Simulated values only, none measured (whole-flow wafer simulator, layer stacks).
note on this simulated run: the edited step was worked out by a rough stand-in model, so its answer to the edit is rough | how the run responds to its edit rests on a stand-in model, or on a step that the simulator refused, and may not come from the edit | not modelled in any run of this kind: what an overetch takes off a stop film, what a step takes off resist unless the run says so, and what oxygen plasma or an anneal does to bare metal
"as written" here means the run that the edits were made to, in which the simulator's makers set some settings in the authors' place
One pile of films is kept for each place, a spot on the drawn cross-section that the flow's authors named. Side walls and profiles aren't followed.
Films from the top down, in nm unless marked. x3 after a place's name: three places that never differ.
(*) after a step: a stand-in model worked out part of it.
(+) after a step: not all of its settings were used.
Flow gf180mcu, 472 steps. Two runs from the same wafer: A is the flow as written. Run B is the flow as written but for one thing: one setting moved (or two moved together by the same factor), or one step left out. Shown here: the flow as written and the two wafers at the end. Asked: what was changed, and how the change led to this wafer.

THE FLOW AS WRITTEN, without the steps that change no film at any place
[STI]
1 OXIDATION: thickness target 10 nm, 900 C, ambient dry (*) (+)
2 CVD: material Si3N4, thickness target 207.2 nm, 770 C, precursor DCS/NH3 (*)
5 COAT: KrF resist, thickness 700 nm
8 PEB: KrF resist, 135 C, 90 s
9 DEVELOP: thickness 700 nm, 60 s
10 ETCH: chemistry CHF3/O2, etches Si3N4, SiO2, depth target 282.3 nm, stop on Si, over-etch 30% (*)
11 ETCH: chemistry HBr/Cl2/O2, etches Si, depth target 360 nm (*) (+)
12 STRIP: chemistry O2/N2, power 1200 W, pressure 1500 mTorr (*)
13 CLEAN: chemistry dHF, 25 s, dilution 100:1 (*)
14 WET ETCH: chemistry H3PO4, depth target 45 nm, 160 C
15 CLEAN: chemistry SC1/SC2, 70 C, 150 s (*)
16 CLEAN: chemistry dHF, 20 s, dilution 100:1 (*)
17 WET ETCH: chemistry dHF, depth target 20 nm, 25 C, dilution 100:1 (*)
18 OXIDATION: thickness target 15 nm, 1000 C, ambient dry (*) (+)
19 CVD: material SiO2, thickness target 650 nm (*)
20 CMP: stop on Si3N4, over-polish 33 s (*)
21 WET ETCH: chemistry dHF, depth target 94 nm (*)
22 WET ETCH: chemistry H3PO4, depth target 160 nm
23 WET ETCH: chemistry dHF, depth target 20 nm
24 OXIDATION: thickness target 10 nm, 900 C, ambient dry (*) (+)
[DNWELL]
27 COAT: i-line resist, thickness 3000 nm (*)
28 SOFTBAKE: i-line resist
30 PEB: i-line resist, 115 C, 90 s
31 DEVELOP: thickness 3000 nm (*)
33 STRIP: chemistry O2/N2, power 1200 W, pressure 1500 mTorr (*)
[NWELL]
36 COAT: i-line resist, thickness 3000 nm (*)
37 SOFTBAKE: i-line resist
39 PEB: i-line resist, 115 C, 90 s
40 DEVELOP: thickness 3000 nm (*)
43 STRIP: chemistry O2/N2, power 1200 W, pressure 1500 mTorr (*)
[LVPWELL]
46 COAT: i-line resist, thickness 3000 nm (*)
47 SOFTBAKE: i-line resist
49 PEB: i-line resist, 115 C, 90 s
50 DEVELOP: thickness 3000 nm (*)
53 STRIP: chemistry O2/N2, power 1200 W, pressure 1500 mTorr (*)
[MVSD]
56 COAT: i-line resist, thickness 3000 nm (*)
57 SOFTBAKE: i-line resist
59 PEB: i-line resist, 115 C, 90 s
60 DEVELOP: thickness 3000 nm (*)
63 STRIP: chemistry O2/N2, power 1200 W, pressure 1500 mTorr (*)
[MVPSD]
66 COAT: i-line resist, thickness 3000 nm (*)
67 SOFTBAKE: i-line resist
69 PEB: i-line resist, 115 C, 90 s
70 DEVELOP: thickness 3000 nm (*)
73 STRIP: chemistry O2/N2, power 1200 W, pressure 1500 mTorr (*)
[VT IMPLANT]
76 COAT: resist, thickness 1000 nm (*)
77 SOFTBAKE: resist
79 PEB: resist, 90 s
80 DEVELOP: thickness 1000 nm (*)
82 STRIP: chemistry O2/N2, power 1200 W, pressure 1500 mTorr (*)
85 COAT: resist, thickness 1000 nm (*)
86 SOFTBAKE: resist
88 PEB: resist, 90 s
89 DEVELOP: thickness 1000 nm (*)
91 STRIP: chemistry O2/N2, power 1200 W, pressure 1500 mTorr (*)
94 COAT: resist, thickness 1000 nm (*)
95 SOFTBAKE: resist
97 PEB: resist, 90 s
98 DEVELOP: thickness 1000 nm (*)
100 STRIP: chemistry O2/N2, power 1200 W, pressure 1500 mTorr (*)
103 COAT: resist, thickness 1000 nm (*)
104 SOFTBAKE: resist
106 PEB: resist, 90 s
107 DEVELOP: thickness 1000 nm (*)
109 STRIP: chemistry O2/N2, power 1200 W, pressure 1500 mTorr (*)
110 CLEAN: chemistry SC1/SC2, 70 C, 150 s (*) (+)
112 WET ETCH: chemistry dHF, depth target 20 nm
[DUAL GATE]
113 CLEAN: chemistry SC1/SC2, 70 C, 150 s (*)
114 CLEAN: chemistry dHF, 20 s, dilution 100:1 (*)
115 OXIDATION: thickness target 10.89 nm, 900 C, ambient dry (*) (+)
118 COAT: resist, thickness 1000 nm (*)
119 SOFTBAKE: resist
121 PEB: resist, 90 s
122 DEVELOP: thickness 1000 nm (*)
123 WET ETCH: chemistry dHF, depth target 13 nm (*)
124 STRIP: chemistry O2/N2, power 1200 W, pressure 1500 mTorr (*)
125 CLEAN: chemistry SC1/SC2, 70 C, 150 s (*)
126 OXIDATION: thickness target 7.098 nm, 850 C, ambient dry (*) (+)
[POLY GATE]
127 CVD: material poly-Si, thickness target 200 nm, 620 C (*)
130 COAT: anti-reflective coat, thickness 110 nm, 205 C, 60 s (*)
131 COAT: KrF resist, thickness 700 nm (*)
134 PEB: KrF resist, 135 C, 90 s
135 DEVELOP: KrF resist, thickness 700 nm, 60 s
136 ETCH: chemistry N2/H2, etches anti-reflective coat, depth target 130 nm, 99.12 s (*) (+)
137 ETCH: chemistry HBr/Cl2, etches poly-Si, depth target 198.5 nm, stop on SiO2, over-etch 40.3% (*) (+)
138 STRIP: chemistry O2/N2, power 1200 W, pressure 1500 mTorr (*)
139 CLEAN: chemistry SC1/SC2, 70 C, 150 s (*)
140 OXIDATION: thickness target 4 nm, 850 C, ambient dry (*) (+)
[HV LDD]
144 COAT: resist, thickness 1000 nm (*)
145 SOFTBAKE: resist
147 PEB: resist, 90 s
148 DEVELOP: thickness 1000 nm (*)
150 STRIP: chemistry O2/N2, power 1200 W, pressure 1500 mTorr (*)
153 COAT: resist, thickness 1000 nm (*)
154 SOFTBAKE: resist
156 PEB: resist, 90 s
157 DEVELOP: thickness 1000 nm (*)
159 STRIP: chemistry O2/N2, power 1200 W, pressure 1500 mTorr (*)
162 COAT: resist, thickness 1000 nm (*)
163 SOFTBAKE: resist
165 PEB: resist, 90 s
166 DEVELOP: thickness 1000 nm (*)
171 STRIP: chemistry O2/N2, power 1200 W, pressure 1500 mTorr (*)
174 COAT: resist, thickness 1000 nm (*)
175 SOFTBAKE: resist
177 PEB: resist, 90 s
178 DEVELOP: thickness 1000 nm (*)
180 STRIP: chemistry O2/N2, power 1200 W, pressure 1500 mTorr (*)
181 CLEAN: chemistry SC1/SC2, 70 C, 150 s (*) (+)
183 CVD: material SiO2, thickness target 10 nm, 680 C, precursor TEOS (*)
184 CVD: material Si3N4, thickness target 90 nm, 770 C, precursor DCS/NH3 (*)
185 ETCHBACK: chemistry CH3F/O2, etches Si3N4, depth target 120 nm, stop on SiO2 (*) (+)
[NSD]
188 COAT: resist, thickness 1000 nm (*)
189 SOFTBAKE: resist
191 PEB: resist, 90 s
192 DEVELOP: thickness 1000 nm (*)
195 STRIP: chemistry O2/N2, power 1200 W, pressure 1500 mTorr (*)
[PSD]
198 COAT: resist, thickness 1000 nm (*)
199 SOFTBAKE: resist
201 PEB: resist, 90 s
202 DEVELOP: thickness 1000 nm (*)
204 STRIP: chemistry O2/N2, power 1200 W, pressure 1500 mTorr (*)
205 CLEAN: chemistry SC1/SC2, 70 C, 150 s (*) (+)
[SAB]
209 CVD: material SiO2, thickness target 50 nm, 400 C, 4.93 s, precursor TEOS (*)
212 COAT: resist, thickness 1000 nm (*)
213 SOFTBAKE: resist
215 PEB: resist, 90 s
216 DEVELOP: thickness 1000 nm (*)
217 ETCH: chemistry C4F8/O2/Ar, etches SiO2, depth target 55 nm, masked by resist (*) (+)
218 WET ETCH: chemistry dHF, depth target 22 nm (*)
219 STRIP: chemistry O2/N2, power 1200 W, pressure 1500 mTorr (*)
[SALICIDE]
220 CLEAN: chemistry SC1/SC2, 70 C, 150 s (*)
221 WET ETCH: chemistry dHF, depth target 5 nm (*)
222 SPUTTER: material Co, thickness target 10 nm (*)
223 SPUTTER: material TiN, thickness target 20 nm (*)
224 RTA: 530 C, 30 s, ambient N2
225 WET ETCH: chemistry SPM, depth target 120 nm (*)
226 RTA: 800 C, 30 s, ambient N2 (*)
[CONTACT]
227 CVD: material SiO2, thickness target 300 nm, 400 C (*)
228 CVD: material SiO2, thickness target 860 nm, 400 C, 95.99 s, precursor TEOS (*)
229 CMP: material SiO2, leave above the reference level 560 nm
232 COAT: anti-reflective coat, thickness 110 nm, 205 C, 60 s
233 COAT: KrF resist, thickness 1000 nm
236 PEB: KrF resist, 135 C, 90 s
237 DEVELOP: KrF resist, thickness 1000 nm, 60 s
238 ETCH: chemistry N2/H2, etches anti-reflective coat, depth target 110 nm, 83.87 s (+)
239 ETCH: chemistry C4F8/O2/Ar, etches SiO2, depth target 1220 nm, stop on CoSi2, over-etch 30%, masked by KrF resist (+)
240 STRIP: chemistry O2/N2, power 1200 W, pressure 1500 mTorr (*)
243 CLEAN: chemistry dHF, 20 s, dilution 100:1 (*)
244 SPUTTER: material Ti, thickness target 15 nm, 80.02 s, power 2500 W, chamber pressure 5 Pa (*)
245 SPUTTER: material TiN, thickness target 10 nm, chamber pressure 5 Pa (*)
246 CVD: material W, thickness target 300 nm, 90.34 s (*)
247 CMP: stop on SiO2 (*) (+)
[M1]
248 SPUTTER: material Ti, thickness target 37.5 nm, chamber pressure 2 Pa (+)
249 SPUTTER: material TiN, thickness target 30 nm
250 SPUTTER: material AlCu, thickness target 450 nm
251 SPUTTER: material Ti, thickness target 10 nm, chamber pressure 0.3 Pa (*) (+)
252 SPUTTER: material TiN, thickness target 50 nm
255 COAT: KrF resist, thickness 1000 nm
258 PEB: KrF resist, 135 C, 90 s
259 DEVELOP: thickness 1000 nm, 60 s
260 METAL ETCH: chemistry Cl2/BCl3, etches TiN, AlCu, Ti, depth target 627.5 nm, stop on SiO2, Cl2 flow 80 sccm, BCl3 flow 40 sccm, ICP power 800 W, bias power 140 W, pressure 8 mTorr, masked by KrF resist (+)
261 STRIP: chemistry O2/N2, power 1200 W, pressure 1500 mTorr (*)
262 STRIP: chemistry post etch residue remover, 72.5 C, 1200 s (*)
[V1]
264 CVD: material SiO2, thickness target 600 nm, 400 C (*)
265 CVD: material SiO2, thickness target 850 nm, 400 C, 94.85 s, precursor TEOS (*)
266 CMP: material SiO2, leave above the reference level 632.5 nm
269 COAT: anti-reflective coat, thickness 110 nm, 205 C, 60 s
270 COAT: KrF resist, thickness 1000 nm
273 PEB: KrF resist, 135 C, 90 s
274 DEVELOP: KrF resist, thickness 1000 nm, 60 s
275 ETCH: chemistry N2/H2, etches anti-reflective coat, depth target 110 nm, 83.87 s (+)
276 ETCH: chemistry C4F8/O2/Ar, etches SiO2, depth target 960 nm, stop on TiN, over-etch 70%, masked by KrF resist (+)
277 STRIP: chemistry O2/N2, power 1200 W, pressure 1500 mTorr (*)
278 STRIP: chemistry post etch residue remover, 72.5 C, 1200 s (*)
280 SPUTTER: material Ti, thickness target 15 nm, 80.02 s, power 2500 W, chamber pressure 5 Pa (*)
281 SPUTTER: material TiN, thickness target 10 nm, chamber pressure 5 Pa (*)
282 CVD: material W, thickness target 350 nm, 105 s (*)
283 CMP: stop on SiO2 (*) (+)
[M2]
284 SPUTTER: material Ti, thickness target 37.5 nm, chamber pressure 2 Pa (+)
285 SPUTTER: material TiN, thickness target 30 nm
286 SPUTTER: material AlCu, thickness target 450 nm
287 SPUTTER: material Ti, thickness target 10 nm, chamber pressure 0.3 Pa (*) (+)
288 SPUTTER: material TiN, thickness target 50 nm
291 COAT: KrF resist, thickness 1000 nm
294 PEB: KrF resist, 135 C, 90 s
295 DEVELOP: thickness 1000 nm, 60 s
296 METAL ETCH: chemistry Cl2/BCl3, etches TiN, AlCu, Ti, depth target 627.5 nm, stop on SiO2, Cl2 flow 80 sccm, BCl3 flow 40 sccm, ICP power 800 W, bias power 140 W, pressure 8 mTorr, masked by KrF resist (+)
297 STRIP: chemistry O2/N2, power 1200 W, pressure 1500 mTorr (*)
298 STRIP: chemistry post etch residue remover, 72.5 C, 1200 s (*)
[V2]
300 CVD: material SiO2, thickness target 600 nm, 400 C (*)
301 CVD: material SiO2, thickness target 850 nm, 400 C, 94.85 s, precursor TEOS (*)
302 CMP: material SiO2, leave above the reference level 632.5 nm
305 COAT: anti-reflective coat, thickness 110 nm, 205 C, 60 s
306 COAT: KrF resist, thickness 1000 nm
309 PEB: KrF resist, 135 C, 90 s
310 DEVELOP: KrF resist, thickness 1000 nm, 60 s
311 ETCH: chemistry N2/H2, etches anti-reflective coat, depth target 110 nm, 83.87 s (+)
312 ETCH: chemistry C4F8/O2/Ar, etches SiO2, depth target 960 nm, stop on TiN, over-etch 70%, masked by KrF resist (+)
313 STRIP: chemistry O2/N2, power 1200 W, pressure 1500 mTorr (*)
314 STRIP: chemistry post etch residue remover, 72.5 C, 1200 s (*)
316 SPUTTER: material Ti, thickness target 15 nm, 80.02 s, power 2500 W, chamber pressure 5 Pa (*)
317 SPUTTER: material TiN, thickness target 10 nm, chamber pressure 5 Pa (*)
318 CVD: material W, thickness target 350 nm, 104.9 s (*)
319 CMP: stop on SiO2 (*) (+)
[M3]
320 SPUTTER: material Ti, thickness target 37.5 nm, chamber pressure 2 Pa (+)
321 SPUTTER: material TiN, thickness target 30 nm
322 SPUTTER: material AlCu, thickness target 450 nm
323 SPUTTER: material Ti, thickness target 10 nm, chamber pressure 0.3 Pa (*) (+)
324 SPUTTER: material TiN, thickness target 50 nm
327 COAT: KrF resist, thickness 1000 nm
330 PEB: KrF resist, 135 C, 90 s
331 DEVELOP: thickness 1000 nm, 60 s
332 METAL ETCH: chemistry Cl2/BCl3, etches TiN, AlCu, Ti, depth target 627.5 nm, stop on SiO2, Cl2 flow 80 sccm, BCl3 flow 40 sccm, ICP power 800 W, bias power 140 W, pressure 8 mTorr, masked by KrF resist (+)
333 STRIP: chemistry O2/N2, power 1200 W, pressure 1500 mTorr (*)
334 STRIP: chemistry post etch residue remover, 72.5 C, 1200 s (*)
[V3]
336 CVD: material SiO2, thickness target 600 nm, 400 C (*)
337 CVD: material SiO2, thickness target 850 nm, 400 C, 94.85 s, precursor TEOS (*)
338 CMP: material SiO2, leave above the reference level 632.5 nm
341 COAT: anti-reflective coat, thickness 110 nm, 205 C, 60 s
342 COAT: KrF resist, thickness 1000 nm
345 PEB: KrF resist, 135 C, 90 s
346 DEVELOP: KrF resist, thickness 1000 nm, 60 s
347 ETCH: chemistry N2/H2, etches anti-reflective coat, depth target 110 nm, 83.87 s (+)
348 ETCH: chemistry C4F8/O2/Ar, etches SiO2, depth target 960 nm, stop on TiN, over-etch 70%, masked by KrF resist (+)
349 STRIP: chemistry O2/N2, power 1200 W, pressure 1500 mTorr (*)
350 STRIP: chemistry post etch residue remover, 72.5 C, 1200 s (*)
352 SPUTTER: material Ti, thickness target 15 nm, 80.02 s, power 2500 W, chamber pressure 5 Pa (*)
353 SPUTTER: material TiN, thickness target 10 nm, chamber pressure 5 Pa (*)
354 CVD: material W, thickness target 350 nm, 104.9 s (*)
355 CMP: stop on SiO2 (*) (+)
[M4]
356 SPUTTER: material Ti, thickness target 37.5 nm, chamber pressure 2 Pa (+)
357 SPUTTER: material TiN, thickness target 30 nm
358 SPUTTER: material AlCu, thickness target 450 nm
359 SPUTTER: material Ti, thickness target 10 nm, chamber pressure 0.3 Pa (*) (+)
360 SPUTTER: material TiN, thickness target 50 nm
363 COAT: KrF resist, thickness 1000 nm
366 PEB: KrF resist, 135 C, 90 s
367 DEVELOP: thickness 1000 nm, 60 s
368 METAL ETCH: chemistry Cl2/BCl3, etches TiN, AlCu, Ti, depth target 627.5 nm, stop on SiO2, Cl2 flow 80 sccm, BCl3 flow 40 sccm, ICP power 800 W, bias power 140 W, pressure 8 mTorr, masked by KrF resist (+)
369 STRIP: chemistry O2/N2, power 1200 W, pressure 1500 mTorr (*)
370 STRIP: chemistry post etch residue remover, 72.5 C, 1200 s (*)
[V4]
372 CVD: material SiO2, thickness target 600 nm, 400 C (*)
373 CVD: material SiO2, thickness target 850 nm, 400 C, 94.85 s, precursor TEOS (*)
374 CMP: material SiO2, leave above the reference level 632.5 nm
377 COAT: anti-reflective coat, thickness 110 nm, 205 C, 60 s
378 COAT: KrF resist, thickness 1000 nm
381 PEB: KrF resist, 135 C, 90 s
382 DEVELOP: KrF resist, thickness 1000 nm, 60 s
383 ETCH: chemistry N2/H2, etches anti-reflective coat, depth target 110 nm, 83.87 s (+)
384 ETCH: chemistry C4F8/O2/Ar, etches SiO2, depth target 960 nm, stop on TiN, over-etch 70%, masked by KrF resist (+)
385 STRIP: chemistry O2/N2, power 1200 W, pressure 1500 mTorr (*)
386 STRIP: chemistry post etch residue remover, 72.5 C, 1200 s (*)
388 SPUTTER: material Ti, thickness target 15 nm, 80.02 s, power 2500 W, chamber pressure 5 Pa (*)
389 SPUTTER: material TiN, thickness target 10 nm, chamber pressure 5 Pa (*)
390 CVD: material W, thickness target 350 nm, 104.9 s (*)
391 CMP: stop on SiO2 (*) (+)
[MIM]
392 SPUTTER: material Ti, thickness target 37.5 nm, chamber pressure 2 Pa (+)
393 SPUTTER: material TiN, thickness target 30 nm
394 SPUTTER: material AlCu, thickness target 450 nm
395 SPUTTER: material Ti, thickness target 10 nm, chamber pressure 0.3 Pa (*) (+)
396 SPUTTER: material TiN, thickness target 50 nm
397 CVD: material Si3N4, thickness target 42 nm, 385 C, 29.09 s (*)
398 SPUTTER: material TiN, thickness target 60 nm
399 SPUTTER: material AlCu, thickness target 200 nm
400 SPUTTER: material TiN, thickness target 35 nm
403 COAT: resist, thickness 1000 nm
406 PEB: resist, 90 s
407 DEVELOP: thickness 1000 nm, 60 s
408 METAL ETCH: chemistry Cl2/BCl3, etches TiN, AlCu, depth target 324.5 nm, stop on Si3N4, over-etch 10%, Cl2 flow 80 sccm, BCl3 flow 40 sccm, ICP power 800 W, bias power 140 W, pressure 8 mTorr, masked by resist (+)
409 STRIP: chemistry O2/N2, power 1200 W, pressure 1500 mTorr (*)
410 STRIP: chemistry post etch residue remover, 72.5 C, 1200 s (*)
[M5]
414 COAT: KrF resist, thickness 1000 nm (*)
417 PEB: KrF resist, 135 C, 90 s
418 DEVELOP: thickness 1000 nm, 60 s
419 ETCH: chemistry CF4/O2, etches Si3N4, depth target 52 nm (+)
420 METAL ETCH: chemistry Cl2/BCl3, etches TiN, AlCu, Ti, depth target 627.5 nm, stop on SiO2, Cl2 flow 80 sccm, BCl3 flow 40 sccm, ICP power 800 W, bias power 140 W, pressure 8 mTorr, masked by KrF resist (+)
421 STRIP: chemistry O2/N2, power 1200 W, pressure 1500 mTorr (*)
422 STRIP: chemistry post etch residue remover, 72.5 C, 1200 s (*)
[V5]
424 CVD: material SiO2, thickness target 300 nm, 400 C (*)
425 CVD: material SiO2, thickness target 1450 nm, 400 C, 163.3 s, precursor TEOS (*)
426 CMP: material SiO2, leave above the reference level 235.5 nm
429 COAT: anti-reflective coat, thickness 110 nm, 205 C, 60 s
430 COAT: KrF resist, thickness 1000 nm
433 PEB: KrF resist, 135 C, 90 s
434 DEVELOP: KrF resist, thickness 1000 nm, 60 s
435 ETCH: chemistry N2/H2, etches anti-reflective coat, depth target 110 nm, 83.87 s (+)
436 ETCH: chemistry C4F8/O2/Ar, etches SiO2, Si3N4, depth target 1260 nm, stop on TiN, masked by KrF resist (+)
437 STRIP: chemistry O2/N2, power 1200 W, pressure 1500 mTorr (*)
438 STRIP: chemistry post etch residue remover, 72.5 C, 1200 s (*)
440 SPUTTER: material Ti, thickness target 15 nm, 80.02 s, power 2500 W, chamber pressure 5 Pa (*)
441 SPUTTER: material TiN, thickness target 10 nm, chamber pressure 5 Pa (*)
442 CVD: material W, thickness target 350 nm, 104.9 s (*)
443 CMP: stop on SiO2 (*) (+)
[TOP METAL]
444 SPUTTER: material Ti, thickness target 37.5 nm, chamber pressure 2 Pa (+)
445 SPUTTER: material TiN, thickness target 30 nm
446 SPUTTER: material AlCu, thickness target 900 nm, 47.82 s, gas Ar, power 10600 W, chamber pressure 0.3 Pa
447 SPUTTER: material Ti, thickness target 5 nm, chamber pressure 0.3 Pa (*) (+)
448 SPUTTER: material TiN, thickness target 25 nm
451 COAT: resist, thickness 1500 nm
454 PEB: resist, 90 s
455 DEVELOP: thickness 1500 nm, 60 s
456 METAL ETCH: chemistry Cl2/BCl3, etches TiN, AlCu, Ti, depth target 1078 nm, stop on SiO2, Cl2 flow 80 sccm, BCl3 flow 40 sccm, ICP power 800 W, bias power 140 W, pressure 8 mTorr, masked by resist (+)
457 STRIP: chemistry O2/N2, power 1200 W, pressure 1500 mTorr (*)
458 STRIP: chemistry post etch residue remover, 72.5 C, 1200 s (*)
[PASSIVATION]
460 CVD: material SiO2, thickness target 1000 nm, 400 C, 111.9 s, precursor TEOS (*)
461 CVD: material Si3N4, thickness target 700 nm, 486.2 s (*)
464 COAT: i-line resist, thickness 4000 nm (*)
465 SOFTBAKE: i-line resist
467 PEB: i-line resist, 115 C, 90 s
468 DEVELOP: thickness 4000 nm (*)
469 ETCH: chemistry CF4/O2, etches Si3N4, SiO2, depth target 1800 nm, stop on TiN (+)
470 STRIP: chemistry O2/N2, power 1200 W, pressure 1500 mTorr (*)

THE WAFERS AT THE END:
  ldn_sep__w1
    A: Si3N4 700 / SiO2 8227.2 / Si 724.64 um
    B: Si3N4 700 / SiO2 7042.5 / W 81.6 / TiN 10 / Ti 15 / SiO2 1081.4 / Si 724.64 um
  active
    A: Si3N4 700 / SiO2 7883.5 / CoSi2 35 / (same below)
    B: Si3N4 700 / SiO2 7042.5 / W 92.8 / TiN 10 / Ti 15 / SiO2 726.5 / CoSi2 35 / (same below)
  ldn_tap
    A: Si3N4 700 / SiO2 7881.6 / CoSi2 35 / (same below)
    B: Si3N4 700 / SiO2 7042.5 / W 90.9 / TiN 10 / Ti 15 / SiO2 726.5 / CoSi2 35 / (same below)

The cause: step 228, CVD: thickness target 430 nm was run, where the flow has thickness target 860 nm.

How the change led to this, step by step:
  228 CVD: material SiO2, thickness target 860 nm, 400 C, 95.99 s, precursor TEOS (*)
      field, field__w7, field__w8 and 70 more: A SiO2 +860 | B SiO2 +430
      field__w3, field__w12: A SiO2 +807.3 | B SiO2 +407.4
      (and at 36 more places)
  229 CMP: material SiO2, leave above the reference level 560 nm
      ldn_sep__w1, ldn_sep__w2, ldn_dft and 8 more: A SiO2 -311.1 | B nothing
      active, p_well, sd_n, iso_ptap_pw, iso_ntap_nw, iso_ptap_sub, vpnp_e: A SiO2 -299.9 | B nothing
      (and at 93 more places)
  232 COAT: anti-reflective coat, thickness 110 nm, 205 C, 60 s
      ld_sd_p, ldp_src: A anti-reflective coat +110 (new film) | B anti-reflective coat +166.5 (new film)
      nw_enc_fld_lv__w4, ldn_tap: A anti-reflective coat +110 (new film) | B anti-reflective coat +140.8 (new film)
      (and at 96 more places)
  233 COAT: KrF resist, thickness 1000 nm
      p_well, sti, spacer, sd_n, mim_1p0, pad, dice_street: A KrF resist +1000 (new film) | B KrF resist +1046.4 (new film)
      field: A KrF resist +1000 (new film) | B KrF resist +1032.8 (new film)
      (and at 24 more places)
  236 PEB: KrF resist, 135 C, 90 s
      ldn_acc: A KrF resist -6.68 | B KrF resist -6.02
      ldn_drn: A KrF resist -6.68 | B KrF resist -6.04
      (and at 2 more places)
  237 DEVELOP: KrF resist, thickness 1000 nm, 60 s
      polyc_n: A KrF resist -993.3 (all of it) | B KrF resist -949.8 (all of it)
      polyc_p: A KrF resist -993.3 (all of it) | B KrF resist -950.3 (all of it)
  238 ETCH: chemistry N2/H2, etches anti-reflective coat, depth target 110 nm, 83.87 s (+)
      contact: A anti-reflective coat -110 (all of it), SiO2 -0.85 | B anti-reflective coat -143
      polyc_n: A anti-reflective coat -110 (all of it), SiO2 -0.85 | B anti-reflective coat -28.3 (all of it), SiO2 -2.94
      (and at 1 more place)
  239 ETCH: chemistry C4F8/O2/Ar, etches SiO2, depth target 1220 nm, stop on CoSi2, over-etch 30%, masked by KrF resist (+)
      contact: A SiO2 -859.2 (all of it) | B anti-reflective coat -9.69 (all of it), SiO2 -722.2 (all of it)
      field, field__w1, field__w2 and 105 more: A KrF resist -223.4 | B KrF resist -187.8
  240 STRIP: chemistry O2/N2, power 1200 W, pressure 1500 mTorr (*)
      sti, mim_1p0, pad, dice_street: A KrF resist -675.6 (all of it), anti-reflective coat -110 (all of it) | B KrF resist -757.2 (all of it), anti-reflective coat -111.1 (all of it)
      p_well, sd_n: A KrF resist -675.6 (all of it), anti-reflective coat -110 (all of it) | B KrF resist -757.2 (all of it), anti-reflective coat -108.1 (all of it)
      (and at 102 more places)
  244 SPUTTER: material Ti, thickness target 15 nm, 80.02 s, power 2500 W, chamber pressure 5 Pa (*)
      field__w3, ld_sd_n: A Ti +15 (new film) | B Ti +14.3 (new film)
      field__w12, ld_drift_n: A Ti +15 (new film) | B Ti +13.7 (new film)
      (and at 4 more places)
  245 SPUTTER: material TiN, thickness target 10 nm, chamber pressure 5 Pa (*)
      field__w12: A TiN +10 (new film) | B TiN +9.1 (new film)
      ld_drift_n: A TiN +10 (new film) | B TiN +9.12 (new film)
      (and at 1 more place)
  246 CVD: material W, thickness target 300 nm, 90.34 s (*)
      contact: A W +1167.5 (new film) | B W +1021.1 (new film)
  247 CMP: stop on SiO2 (*) (+)
      gate, gate_hv, gate_p and 23 more: A W -300 (all of it), TiN -10 (all of it), Ti -15 (all of it), SiO2 -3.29 | B W -300 (all of it), TiN -10 (all of it), Ti -15 (all of it)
      ldn_sep__w1, ldn_sep__w2, ldn_dft and 8 more: A W -300 (all of it), TiN -10 (all of it), Ti -15 (all of it), SiO2 -3.29 | B W -206.1
      (and at 72 more places)
  260 METAL ETCH: chemistry Cl2/BCl3, etches TiN, AlCu, Ti, depth target 627.5 nm, stop on SiO2, Cl2 flow 80 sccm, BCl3 flow 40 sccm, ICP power 800 W, bias power 140 W, pressure 8 mTorr, masked by KrF resist (+)
      field, field__w1, field__w2 and 74 more: A TiN -50 (all of it), Ti -10 (all of it), AlCu -450 (all of it), TiN -30 (all of it), Ti -37.5 (all of it) | B TiN -50 (all of it), Ti -10 (all of it), AlCu -450 (all of it), TiN -30 (all of it), Ti -37.5 (all of it), W -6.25
      spacer: A TiN -50 (all of it), Ti -10 (all of it), AlCu -450 (all of it), TiN -30 (all of it), Ti -37.5 (all of it) | B TiN -50 (all of it), Ti -10 (all of it), AlCu -450 (all of it), TiN -30 (all of it), Ti -37.5 (all of it), TiN -10 (all of it), Ti -15 (all of it)
  262 STRIP: chemistry post etch residue remover, 72.5 C, 1200 s (*)
      field, field__w1, field__w2 and 74 more: A nothing | B W -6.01
  264 CVD: material SiO2, thickness target 600 nm, 400 C (*)
      field, field__w1, field__w2 and 74 more: A SiO2 +600 | B SiO2 +600 (new film)
  266 CMP: material SiO2, leave above the reference level 632.5 nm
      field, field__w1, field__w2 and 74 more: A SiO2 -300 | B SiO2 -287.7
      spacer: A SiO2 -300 | B SiO2 -274.9
Counting metal films that touch as one body, ldn_sep__w1 has 1 body; the flow as written gives 0 bodies.
Counting metal films that touch as one body, active has 2 bodies (between them, from the top down: SiO2 726.5); the flow as written gives 1 body.
Counting metal films that touch as one body, ldn_tap has 2 bodies (between them, from the top down: SiO2 726.5); the flow as written gives 1 body.
